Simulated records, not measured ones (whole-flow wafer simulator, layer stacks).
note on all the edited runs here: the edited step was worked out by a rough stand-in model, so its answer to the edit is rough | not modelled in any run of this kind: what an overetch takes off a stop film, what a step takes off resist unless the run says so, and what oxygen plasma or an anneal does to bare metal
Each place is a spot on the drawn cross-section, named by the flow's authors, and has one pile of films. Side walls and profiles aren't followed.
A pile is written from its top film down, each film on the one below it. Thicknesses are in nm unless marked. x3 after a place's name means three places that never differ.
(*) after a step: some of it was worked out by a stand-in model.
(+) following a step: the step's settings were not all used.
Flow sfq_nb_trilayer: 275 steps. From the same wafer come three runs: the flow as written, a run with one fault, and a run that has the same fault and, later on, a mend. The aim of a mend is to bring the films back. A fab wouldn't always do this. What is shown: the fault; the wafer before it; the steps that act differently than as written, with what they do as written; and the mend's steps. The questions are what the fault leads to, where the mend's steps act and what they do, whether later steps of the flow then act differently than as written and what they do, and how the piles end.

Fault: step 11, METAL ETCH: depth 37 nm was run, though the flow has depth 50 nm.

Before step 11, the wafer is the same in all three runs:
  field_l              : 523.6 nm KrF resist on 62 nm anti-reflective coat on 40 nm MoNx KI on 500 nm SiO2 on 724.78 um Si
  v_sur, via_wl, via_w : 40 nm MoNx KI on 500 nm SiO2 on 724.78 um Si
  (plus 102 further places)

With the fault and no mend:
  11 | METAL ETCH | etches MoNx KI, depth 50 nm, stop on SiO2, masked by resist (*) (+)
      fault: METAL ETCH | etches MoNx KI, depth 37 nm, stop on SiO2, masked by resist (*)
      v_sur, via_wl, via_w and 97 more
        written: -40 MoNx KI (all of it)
        fault: -37 MoNx KI
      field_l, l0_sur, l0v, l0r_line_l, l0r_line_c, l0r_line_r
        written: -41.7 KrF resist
        fault: -30.8 KrF resist
  Later steps of the flow acting differently than as written (13 more steps, not shown, differ only slightly: by at most 2% or 0.5 nm, whichever is larger):
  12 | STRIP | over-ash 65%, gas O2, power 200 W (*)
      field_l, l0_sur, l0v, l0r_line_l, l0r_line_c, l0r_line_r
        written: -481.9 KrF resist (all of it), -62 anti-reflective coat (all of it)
        fault: -492.7 KrF resist (all of it), -62 anti-reflective coat (all of it)
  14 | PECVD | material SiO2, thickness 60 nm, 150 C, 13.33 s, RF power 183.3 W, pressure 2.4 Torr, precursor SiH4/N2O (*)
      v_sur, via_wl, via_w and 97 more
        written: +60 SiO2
        fault: +60 SiO2 (new film)
  The piles end different from the flow's at v_sur, via_wl, via_w and 97 more by more than 2% or 0.5 nm, whichever is larger.
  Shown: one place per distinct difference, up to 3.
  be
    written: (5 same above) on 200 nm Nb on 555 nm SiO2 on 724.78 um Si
    fault: (5 same above) on 200 nm Nb on 55 nm SiO2 on 3 nm MoNx KI on 500 nm SiO2 on 724.78 um Si
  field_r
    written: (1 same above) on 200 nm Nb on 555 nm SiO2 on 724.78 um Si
    fault: (1 same above) on 200 nm Nb on 55 nm SiO2 on 3 nm MoNx KI on 500 nm SiO2 on 724.78 um Si
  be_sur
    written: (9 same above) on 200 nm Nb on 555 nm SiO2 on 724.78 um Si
    fault: (9 same above) on 200 nm Nb on 55 nm SiO2 on 3 nm MoNx KI on 500 nm SiO2 on 724.78 um Si

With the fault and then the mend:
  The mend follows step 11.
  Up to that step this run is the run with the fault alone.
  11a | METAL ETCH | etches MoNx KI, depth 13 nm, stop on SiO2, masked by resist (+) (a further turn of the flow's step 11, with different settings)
      v_sur, via_wl, via_w and 97 more
        -3 MoNx KI (all of it)
      field_l, l0_sur, l0v, l0r_line_l, l0r_line_c, l0r_line_r
        -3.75 KrF resist
  None of the later steps of the flow differs from how it acts as written, at any place that is followed, by more than 2% or 0.5 nm, whichever is larger.
  At every place that both follow, the piles at the end match the flow's.
